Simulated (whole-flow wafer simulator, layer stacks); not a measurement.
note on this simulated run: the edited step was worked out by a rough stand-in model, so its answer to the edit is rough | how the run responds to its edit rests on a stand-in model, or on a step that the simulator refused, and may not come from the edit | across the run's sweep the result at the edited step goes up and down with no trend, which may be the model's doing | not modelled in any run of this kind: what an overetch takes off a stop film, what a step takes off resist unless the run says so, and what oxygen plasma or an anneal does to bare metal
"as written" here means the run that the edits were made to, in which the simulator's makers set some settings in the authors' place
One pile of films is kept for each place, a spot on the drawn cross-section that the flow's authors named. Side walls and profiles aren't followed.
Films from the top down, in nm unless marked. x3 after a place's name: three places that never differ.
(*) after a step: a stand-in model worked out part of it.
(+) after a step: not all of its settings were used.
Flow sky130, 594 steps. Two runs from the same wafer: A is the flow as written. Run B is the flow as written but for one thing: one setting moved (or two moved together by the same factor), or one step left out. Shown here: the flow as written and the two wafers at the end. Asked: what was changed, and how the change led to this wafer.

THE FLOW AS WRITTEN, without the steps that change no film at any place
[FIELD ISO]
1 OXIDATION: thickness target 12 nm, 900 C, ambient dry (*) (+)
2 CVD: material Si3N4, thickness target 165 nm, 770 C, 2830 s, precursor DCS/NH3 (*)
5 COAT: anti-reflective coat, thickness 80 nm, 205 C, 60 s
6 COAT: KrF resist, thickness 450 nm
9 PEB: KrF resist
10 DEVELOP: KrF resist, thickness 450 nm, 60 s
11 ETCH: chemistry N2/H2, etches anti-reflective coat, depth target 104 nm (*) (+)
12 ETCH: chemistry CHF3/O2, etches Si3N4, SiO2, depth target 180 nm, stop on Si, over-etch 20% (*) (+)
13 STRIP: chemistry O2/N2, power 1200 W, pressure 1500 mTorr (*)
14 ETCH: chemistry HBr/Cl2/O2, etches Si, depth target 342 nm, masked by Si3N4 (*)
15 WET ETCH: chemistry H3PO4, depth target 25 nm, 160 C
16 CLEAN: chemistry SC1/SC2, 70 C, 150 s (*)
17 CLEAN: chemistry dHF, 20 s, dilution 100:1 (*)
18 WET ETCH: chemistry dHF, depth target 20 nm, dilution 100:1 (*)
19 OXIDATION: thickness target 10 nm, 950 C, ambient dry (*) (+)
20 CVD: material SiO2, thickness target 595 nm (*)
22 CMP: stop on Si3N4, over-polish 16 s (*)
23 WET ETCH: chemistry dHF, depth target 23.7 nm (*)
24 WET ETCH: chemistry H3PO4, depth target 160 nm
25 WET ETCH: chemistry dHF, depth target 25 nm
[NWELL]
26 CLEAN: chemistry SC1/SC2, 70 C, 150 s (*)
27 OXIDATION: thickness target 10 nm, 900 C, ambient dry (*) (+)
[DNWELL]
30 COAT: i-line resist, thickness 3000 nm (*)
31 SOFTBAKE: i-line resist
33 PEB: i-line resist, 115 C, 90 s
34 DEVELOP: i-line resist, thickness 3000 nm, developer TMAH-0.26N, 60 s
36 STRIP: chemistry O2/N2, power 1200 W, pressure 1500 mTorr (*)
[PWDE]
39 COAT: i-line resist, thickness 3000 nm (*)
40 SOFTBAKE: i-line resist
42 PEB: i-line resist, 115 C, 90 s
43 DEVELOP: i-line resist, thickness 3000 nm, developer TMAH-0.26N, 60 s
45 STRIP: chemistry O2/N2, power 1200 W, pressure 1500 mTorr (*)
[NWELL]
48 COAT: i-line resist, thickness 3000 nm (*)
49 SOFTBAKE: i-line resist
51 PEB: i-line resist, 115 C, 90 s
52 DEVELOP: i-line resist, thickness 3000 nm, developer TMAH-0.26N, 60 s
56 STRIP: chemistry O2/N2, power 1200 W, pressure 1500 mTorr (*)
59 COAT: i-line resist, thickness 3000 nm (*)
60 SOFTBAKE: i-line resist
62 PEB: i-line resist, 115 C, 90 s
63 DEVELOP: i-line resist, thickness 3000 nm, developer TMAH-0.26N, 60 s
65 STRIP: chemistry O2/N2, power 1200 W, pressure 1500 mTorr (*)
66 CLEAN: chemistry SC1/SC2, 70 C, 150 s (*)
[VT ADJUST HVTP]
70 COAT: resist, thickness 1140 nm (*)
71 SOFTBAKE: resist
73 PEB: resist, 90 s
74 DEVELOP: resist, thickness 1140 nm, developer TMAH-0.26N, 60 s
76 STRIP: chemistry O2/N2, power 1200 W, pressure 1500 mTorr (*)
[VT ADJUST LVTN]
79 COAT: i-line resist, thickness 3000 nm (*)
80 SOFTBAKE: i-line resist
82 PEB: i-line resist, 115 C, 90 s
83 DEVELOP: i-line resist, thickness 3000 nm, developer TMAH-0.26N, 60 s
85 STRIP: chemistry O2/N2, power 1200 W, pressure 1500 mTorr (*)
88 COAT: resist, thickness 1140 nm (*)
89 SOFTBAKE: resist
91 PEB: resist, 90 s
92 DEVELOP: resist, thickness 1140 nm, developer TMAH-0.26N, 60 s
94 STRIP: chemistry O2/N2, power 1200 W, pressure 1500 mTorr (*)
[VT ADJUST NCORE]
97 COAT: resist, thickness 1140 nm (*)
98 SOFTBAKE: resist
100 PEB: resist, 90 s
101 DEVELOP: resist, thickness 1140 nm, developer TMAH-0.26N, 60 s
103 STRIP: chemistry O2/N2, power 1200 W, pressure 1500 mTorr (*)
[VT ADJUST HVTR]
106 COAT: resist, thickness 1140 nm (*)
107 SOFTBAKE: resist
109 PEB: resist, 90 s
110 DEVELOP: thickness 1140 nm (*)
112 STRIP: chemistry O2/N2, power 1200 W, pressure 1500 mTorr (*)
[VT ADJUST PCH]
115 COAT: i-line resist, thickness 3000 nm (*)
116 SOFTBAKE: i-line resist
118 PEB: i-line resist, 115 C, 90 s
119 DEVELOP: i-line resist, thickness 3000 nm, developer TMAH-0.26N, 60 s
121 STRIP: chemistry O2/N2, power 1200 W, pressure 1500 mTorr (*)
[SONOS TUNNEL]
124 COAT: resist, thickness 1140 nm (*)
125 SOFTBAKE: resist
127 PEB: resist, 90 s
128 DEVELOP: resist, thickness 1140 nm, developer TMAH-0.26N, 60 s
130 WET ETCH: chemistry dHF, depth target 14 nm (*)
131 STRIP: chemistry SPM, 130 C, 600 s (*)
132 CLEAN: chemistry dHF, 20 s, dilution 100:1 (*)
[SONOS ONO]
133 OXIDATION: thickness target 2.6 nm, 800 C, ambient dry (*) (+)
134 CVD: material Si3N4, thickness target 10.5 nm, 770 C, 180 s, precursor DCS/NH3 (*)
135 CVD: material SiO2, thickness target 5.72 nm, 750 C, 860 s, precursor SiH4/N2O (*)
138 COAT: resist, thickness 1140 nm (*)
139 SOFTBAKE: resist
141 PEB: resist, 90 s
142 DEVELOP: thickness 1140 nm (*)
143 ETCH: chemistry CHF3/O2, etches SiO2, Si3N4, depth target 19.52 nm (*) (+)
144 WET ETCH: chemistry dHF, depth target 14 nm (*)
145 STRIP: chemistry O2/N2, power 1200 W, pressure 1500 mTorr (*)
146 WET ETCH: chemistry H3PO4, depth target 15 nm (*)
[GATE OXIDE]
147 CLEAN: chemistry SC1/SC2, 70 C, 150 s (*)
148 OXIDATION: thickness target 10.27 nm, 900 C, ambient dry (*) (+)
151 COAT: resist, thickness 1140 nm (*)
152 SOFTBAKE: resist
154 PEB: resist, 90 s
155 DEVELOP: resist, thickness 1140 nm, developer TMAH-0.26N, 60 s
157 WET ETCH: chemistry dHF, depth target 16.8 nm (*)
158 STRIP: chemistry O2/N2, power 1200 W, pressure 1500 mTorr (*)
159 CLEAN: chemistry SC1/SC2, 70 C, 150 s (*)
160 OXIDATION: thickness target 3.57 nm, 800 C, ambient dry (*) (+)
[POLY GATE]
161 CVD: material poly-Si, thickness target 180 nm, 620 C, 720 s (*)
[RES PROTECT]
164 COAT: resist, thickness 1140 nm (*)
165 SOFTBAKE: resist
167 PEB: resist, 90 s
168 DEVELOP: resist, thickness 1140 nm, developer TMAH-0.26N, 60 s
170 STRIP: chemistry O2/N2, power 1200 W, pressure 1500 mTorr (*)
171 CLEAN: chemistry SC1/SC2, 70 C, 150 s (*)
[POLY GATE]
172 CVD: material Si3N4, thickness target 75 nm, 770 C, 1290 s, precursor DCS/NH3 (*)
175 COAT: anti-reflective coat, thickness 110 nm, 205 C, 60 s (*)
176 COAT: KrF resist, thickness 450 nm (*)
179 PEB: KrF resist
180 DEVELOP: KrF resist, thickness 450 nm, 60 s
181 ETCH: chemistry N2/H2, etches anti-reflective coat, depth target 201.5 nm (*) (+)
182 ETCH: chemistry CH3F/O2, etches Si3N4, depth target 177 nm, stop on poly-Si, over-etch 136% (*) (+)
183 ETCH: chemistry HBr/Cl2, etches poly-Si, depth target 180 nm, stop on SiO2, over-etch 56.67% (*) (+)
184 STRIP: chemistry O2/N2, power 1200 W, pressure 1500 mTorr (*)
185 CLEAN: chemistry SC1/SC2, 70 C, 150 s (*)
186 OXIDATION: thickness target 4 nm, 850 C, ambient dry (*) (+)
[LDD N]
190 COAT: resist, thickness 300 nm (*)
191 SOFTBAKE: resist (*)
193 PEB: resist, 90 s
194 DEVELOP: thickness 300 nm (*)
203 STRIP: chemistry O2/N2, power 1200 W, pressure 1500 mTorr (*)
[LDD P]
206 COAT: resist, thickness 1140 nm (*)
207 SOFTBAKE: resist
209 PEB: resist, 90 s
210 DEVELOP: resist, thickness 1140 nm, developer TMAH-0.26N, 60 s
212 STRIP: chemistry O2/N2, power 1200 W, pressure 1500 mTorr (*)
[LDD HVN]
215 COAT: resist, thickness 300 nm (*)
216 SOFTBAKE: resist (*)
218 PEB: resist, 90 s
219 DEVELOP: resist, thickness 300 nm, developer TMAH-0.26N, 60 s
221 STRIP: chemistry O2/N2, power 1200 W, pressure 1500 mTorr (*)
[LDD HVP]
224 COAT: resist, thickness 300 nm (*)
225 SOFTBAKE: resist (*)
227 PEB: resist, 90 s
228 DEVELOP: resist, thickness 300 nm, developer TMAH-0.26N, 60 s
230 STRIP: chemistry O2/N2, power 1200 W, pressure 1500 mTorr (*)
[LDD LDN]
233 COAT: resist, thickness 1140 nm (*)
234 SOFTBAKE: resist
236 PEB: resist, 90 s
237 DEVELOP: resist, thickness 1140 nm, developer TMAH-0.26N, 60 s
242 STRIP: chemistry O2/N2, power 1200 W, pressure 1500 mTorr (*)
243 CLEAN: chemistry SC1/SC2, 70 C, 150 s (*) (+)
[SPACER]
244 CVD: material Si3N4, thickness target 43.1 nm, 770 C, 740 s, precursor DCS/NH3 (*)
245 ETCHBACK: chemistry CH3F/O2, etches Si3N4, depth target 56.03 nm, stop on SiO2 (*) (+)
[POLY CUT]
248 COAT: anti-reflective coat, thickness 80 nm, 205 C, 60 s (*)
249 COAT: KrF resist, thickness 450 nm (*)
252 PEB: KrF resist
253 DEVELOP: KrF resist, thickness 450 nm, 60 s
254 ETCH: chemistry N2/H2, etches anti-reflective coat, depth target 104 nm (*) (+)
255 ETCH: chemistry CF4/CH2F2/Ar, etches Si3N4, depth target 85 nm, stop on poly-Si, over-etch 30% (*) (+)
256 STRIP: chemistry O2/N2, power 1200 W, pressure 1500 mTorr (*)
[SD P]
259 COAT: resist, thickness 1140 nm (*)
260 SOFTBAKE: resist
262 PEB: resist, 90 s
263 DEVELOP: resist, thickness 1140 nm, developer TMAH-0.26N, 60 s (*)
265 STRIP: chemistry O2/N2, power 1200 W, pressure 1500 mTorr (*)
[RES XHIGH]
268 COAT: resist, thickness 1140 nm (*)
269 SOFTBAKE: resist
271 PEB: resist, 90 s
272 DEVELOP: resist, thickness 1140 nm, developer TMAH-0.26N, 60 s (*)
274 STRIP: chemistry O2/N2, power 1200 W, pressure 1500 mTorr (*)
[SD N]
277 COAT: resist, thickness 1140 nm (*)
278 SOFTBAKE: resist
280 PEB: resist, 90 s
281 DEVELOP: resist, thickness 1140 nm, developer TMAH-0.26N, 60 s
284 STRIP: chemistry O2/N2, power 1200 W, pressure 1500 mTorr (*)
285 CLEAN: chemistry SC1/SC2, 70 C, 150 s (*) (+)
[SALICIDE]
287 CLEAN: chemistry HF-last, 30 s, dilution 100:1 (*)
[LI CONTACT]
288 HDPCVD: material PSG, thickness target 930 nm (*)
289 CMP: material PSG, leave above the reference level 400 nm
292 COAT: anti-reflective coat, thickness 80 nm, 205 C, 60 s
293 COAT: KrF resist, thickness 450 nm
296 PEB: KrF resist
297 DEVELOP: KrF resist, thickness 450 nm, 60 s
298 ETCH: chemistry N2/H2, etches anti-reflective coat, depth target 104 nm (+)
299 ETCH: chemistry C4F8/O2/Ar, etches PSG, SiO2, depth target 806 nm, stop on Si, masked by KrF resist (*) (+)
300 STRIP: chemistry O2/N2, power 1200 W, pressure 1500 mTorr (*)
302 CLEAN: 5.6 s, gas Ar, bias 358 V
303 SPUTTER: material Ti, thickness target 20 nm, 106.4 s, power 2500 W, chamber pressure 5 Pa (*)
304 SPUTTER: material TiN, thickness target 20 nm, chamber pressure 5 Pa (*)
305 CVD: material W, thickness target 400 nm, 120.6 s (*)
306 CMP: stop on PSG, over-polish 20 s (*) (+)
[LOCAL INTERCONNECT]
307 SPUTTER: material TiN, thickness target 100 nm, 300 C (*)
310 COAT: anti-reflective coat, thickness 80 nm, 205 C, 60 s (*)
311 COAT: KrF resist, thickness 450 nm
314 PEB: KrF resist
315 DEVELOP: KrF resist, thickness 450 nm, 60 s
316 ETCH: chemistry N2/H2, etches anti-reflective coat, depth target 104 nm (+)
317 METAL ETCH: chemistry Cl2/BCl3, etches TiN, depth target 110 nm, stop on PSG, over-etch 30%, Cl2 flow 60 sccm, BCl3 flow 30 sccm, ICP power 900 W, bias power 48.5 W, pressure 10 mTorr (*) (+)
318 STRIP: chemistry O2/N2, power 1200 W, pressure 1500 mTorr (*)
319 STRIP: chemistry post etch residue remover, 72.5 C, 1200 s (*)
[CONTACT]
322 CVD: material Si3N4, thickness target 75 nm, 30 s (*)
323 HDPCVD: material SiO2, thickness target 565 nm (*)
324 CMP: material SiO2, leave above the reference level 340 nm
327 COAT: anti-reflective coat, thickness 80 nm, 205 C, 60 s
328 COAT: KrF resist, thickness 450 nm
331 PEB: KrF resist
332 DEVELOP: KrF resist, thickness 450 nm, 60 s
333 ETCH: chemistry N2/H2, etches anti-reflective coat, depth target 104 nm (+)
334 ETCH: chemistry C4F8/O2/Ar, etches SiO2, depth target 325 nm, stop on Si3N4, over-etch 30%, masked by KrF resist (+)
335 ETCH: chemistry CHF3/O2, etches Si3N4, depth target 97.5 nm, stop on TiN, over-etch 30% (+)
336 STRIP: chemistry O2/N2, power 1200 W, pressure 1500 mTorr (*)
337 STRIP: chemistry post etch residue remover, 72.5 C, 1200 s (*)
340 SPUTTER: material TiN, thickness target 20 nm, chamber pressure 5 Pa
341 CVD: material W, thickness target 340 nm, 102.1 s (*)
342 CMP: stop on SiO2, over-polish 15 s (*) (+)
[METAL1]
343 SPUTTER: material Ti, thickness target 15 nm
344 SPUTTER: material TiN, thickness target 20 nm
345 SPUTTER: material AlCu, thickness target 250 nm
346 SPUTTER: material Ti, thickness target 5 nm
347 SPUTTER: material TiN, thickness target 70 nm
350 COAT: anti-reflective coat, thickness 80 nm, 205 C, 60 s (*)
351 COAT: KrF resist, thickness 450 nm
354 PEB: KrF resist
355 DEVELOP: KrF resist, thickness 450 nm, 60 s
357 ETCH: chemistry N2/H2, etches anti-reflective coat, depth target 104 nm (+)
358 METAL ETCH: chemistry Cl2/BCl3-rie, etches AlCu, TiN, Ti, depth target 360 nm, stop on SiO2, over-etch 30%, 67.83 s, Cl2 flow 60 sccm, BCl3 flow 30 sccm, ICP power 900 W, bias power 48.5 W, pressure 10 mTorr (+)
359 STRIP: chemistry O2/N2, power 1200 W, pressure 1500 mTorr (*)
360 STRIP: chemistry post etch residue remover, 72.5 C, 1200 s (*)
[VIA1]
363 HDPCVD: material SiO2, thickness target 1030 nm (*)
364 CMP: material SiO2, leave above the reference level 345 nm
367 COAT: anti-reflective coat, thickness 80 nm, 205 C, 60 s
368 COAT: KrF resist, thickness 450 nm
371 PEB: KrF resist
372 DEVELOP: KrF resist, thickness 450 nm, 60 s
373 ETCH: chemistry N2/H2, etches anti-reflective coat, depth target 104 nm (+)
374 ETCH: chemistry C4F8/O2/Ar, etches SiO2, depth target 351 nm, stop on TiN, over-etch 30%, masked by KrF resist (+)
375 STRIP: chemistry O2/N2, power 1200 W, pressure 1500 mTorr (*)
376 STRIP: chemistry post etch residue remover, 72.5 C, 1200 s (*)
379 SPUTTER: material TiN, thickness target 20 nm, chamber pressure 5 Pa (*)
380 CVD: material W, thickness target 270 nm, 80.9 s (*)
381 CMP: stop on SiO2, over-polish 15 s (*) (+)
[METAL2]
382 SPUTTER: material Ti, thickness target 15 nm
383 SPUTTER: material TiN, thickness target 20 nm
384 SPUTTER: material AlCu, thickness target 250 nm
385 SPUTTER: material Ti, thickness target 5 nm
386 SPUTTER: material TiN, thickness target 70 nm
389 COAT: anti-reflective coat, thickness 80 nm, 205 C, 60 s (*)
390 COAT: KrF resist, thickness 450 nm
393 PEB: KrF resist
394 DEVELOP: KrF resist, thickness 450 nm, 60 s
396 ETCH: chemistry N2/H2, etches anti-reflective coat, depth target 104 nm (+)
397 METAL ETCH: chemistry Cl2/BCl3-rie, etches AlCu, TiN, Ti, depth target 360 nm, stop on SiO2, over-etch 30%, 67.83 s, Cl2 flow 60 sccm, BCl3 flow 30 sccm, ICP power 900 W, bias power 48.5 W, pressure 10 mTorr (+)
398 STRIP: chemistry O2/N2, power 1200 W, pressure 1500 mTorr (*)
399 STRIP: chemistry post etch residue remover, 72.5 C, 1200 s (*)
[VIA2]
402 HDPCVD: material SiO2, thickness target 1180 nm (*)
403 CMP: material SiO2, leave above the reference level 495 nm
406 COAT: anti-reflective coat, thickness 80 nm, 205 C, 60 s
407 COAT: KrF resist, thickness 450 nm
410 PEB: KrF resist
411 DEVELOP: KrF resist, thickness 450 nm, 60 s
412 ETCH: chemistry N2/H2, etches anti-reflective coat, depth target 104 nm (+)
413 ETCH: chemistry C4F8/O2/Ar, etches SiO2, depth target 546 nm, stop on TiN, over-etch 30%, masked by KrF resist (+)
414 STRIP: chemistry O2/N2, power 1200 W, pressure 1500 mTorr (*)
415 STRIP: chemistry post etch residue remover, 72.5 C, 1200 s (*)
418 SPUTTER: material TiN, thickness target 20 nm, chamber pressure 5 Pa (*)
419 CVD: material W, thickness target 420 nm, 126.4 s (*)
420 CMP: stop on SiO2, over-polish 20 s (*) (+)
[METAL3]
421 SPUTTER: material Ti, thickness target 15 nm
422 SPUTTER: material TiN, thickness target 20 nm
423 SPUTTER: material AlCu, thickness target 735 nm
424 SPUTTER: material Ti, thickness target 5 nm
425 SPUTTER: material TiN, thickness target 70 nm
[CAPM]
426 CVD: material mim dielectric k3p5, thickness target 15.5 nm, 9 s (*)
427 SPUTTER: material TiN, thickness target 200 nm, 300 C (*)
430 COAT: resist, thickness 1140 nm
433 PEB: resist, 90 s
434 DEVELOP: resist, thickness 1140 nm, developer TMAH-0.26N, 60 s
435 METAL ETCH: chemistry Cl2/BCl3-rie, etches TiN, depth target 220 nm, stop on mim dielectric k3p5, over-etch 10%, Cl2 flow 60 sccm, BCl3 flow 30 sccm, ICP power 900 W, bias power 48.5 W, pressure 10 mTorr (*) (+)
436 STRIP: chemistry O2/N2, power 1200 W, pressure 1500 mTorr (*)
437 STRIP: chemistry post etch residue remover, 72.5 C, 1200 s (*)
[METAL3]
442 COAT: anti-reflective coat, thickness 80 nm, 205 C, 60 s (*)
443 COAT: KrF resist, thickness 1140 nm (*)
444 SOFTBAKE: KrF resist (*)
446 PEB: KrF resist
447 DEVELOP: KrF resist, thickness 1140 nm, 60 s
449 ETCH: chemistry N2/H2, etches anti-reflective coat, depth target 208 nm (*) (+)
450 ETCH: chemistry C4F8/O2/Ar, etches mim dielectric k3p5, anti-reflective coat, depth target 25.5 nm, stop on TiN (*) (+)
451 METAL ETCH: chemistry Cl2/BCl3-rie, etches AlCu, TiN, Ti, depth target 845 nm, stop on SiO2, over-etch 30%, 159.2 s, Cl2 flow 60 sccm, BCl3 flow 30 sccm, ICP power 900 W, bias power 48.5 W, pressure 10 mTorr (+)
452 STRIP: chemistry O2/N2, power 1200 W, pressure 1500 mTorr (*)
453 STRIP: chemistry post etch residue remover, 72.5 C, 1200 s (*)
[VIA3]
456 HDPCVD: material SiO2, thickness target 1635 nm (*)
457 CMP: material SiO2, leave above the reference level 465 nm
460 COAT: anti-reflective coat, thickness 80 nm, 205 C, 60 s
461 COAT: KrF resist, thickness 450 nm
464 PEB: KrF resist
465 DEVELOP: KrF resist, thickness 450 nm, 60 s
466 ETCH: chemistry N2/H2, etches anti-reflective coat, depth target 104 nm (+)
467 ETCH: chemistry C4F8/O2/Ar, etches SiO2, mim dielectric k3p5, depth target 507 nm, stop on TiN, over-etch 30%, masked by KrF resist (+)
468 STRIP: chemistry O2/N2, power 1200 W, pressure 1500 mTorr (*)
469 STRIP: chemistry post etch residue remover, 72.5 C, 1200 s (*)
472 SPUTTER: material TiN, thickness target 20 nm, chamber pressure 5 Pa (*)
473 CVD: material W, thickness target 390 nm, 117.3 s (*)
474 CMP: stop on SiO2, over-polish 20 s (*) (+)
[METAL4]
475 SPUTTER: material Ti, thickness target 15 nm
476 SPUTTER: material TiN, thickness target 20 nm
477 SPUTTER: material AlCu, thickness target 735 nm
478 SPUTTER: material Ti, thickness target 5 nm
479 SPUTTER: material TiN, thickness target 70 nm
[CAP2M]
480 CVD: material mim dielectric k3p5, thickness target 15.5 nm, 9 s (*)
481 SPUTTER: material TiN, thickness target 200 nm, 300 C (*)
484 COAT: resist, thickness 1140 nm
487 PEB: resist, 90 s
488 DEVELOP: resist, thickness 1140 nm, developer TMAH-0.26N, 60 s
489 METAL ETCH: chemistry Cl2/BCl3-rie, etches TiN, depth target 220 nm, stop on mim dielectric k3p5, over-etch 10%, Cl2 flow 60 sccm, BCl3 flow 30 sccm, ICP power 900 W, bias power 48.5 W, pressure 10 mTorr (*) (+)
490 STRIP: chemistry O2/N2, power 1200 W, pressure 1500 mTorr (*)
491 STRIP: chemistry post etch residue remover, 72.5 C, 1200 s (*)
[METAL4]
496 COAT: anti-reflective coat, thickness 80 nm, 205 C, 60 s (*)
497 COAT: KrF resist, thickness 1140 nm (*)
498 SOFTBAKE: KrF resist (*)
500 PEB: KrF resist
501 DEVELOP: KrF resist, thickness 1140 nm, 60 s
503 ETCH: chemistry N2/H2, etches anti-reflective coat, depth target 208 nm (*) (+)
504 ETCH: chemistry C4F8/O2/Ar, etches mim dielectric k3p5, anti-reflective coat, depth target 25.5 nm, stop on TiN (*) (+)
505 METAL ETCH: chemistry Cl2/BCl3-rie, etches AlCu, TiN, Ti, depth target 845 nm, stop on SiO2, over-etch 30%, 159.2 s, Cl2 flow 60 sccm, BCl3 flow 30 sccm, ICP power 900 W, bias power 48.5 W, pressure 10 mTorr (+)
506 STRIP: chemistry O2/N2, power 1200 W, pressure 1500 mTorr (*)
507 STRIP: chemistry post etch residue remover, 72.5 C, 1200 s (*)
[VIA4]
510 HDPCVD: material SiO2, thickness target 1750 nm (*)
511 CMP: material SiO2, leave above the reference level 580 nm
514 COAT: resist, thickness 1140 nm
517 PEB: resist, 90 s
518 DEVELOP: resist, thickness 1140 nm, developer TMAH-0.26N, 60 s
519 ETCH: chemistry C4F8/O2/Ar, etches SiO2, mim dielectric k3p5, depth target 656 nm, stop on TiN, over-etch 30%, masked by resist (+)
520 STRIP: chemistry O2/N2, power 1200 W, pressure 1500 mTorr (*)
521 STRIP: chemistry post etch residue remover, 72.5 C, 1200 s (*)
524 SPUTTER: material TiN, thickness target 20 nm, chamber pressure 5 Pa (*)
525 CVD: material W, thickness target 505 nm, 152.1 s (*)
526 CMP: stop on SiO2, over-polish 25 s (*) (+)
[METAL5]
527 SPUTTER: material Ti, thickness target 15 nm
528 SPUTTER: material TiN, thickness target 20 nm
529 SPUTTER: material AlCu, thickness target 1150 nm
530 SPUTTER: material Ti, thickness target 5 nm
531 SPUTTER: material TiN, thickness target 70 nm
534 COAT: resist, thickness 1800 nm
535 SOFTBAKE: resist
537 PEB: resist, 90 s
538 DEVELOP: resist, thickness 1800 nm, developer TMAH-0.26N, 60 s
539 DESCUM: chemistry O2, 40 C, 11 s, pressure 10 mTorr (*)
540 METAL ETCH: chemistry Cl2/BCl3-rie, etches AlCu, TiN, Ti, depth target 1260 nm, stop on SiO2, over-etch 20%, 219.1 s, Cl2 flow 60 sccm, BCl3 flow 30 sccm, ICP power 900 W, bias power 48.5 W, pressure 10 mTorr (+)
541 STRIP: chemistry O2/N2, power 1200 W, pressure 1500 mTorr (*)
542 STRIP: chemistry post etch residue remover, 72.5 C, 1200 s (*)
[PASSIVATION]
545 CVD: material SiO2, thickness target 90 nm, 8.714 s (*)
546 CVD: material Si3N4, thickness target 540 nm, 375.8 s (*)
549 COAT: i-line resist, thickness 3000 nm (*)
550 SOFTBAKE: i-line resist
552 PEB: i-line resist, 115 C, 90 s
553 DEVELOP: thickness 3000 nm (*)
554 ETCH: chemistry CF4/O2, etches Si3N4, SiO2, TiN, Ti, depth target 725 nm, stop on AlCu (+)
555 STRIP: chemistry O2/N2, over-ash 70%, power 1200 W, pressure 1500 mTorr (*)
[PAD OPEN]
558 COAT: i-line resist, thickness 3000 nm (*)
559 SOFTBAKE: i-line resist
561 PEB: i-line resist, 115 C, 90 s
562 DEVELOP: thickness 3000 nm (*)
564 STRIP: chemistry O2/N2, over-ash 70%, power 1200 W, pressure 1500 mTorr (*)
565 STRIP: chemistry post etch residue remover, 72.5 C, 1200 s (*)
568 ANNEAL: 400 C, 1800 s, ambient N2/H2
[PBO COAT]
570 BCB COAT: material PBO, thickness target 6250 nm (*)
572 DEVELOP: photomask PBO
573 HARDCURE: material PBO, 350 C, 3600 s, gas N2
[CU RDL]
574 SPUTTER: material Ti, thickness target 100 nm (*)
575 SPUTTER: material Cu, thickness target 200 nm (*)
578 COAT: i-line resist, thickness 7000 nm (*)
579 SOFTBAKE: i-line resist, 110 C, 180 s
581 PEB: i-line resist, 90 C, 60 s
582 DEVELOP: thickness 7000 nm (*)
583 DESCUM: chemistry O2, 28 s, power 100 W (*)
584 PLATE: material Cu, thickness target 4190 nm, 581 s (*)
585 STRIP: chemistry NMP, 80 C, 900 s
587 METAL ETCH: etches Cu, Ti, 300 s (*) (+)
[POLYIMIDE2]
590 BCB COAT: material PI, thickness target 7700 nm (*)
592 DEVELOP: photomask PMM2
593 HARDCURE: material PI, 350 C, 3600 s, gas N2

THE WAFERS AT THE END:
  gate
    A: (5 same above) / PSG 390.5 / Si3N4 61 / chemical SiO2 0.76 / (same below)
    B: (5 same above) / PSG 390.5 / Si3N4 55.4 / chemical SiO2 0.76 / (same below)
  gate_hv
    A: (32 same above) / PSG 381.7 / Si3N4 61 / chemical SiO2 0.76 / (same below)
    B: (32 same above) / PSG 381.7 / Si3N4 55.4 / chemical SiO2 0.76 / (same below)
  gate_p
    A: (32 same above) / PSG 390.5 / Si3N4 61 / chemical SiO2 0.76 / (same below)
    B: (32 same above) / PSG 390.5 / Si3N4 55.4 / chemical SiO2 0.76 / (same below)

The cause: step 245, ETCHBACK: depth target 61.63 nm was run, where the flow has depth target 56.03 nm.

How the change led to this, step by step:
  245 ETCHBACK: chemistry CH3F/O2, etches Si3N4, depth target 56.03 nm, stop on SiO2 (*) (+)
      n_well, gate, gate_hv and 74 more: A Si3N4 -56 | B Si3N4 -61.6
  248 COAT: anti-reflective coat, thickness 80 nm, 205 C, 60 s (*)
      active: A anti-reflective coat +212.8 (new film) | B anti-reflective coat +208.5 (new film)
      gate_hv: A anti-reflective coat +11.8 (new film) | B anti-reflective coat +13.2 (new film)
      (and at 33 more places)
  254 ETCH: chemistry N2/H2, etches anti-reflective coat, depth target 104 nm (*) (+)
      rxpo_ln: A anti-reflective coat -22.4 (all of it), Si3N4 -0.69 | B anti-reflective coat -21.6 (all of it), Si3N4 -0.7
  255 ETCH: chemistry CF4/CH2F2/Ar, etches Si3N4, depth target 85 nm, stop on poly-Si, over-etch 30% (*) (+)
      field, active, n_well and 180 more: A KrF resist -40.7 | B KrF resist -37.1
      rpo_wd, rxpo_wd: A Si3N4 -61.6 (all of it), chemical SiO2 -0.75 (all of it) | B Si3N4 -56 (all of it), chemical SiO2 -0.75 (all of it)
      (and at 5 more places)
  256 STRIP: chemistry O2/N2, power 1200 W, pressure 1500 mTorr (*)
      active: A KrF resist -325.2 (all of it), anti-reflective coat -212.8 (all of it) | B KrF resist -330.3 (all of it), anti-reflective coat -208.5 (all of it)
      n_well: A KrF resist -262.3 (all of it), anti-reflective coat -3 (all of it) | B KrF resist -269.1 (all of it), anti-reflective coat -3 (all of it)
      (and at 47 more places)
  306 CMP: stop on PSG, over-polish 20 s (*) (+)
      poly_licon: A W -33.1 | B W -38.7
